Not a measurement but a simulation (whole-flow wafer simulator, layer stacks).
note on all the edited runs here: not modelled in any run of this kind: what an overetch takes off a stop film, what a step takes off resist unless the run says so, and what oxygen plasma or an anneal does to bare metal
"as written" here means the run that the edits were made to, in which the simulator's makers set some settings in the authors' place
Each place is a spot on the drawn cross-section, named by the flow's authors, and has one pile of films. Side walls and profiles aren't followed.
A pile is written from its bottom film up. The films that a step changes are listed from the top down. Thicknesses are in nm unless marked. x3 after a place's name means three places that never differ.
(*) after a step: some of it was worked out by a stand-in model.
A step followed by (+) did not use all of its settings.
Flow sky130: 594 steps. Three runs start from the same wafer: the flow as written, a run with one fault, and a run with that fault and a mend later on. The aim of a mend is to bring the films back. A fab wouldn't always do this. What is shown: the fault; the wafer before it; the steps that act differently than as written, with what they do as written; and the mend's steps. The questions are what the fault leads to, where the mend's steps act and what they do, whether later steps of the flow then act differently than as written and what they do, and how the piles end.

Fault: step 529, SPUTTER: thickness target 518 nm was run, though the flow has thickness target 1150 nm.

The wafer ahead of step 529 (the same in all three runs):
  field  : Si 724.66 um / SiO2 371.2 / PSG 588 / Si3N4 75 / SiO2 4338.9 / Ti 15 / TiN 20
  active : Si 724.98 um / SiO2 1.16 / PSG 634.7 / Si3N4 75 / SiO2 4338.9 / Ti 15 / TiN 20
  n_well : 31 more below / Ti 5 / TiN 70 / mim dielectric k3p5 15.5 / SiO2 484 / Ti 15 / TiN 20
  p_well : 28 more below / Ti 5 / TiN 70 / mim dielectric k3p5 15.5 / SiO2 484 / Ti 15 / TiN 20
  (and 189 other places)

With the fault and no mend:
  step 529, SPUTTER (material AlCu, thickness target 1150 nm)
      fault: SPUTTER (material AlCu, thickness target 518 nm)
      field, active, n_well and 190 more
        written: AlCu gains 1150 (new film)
        fault: AlCu gains 518 (new film)
  Steps later in the flow that act otherwise than as written (not shown: 2 more steps that differ only slightly, by at most 2% or 0.5 nm, whichever is larger):
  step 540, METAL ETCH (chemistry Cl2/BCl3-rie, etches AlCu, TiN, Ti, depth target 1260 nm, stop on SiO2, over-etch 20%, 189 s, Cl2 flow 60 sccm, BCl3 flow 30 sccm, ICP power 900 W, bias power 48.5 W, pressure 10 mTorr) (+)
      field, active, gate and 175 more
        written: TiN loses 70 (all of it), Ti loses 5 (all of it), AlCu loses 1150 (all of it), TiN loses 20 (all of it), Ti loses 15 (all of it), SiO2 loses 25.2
        fault: TiN loses 70 (all of it), Ti loses 5 (all of it), AlCu loses 518 (all of it), TiN loses 20 (all of it), Ti loses 15 (all of it), SiO2 loses 88.4
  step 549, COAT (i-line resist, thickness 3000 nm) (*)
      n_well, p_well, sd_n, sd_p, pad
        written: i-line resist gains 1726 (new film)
        fault: i-line resist gains 2290.1 (new film)
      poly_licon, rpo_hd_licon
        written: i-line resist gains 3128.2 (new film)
        fault: i-line resist gains 3064.5 (new film)
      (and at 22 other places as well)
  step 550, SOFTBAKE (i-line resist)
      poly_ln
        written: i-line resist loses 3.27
        fault: nothing
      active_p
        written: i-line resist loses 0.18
        fault: i-line resist gains 0.59
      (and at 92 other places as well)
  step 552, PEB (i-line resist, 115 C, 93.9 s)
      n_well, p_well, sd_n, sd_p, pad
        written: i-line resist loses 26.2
        fault: i-line resist loses 35.9
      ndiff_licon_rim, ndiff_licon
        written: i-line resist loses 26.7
        fault: i-line resist loses 36.1
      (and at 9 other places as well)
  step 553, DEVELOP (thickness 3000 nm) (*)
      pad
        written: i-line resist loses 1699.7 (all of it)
        fault: i-line resist loses 2254.3 (all of it)
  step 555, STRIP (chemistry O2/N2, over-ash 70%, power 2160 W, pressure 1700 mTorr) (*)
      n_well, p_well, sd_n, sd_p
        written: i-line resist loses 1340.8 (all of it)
        fault: i-line resist loses 1895.4 (all of it)
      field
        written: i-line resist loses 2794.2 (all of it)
        fault: i-line resist loses 2696.2 (all of it)
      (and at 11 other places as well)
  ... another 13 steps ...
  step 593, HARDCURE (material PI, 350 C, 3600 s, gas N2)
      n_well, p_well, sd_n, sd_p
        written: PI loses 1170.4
        fault: PI loses 1210.4
  At n_well, p_well, gate_hv and 115 more, the piles at the end differ from the flow's by more than 2% or 0.5 nm, whichever is larger.
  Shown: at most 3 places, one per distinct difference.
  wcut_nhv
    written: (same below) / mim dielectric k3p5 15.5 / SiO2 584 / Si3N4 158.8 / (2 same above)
    fault: (same below) / mim dielectric k3p5 15.5 / SiO2 520.8 / Si3N4 158.8 / (2 same above)
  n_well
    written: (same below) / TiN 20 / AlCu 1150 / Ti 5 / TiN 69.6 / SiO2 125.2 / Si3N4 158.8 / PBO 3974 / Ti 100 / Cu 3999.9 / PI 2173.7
    fault: (same below) / TiN 20 / AlCu 518 / Ti 5 / TiN 69.6 / SiO2 125.2 / Si3N4 158.8 / PBO 4428.3 / Ti 100 / Cu 3999.9 / PI 2247.9
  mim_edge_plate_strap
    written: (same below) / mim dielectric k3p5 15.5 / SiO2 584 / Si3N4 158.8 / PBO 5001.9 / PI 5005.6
    fault: (same below) / mim dielectric k3p5 15.5 / SiO2 520.8 / Si3N4 158.8 / PBO 5001 / PI 5005.9

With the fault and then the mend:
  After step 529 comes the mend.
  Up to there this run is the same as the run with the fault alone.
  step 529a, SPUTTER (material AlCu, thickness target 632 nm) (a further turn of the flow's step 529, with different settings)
      field, active, n_well and 190 more
        AlCu gains 632
  Every later step of the flow that is run acts as written at every place that is followed.
  At every place that both follow, the piles at the end match the flow's.
